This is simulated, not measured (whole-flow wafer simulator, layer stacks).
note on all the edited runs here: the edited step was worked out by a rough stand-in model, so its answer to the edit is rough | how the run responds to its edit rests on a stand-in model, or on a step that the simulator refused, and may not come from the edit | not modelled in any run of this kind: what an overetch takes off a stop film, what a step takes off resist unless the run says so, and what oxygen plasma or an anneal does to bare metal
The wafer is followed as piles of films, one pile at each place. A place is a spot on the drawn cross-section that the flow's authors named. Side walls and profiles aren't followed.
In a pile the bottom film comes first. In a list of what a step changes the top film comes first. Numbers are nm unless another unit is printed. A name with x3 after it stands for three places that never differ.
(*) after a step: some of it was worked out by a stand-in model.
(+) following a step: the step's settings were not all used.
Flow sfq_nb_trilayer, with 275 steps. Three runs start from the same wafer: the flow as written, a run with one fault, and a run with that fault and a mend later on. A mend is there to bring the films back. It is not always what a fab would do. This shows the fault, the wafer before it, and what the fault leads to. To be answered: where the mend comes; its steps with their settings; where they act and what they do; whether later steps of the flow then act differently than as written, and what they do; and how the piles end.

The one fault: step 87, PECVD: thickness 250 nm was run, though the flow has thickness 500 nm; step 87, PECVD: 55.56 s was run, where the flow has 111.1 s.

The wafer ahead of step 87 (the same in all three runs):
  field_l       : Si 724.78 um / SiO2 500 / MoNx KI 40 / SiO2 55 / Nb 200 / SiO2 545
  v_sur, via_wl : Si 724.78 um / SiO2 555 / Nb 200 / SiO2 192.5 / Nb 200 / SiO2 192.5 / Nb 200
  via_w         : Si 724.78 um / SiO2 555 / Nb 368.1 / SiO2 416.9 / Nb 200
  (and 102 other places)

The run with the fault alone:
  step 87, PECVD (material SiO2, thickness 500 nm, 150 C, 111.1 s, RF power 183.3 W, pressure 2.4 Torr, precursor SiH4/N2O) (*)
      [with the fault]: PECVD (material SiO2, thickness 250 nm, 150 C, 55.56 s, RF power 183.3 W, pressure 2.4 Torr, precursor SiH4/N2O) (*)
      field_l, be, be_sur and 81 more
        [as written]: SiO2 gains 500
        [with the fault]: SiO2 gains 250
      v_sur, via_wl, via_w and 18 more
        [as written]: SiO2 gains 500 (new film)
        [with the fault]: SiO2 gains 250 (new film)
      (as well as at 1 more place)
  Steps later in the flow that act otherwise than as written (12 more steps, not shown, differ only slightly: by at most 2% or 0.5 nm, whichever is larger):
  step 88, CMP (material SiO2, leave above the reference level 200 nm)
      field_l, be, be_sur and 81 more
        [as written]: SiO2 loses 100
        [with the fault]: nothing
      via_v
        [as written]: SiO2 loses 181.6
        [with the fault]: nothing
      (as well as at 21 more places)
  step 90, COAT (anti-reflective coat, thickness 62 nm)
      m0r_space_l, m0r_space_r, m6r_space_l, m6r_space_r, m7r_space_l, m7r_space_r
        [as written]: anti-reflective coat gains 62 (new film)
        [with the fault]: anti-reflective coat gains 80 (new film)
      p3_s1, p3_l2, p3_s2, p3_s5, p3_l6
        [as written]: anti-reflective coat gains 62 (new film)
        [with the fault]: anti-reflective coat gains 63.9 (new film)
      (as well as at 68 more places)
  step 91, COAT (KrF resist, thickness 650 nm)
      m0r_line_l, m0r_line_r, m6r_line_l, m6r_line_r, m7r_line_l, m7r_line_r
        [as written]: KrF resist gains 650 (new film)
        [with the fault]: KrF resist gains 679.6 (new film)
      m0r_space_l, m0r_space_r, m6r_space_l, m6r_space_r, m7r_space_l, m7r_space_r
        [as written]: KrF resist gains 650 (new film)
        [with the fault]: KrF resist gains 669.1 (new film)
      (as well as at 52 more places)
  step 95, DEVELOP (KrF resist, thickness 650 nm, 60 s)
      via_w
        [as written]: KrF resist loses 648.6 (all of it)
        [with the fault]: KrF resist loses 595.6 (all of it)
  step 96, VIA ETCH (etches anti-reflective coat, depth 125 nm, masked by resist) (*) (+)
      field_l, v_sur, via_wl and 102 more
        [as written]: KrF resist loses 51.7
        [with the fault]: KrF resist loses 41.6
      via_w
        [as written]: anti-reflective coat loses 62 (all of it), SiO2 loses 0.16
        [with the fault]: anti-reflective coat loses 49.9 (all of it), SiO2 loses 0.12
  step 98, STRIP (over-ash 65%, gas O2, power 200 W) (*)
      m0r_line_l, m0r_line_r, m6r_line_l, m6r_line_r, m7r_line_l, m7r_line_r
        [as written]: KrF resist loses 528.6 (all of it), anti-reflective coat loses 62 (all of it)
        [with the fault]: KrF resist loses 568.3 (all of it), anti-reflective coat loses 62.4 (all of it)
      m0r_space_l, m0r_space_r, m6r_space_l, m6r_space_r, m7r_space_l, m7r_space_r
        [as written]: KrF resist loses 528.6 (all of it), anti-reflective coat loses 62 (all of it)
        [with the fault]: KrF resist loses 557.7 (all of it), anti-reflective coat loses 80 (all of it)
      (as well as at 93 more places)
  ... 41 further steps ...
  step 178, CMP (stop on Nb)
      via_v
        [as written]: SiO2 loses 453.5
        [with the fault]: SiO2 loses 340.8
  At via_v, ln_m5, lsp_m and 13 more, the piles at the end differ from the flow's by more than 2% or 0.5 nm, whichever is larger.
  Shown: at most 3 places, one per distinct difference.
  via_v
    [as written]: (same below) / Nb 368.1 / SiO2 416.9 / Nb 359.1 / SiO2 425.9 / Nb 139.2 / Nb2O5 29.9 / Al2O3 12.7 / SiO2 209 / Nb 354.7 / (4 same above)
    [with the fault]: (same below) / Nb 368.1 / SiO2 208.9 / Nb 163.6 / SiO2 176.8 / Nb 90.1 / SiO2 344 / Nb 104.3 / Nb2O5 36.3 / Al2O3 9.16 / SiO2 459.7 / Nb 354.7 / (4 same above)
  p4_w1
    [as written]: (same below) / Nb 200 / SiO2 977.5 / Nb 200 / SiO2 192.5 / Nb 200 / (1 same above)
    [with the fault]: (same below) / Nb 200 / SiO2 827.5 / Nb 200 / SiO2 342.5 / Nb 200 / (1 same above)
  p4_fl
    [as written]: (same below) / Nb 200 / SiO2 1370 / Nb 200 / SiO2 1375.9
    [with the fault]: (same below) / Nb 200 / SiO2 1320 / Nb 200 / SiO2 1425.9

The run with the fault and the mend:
  The mend stands after step 87.
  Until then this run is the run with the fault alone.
  step 87a, PECVD (material SiO2, thickness 250 nm, 150 C, 55.56 s, RF power 183.3 W, pressure 2.4 Torr, precursor SiH4/N2O) (*) (the flow's step 87, run once more with other settings)
      field_l, v_sur, via_wl and 102 more
        SiO2 gains 250
      via_v
        SiO2 gains 259.2
  Steps later in the flow that act otherwise than as written:
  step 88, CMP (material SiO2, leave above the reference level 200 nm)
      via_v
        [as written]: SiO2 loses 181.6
        [with the mend]: SiO2 loses 51.2
  By the end, the piles equal the flow's at every place that both follow.
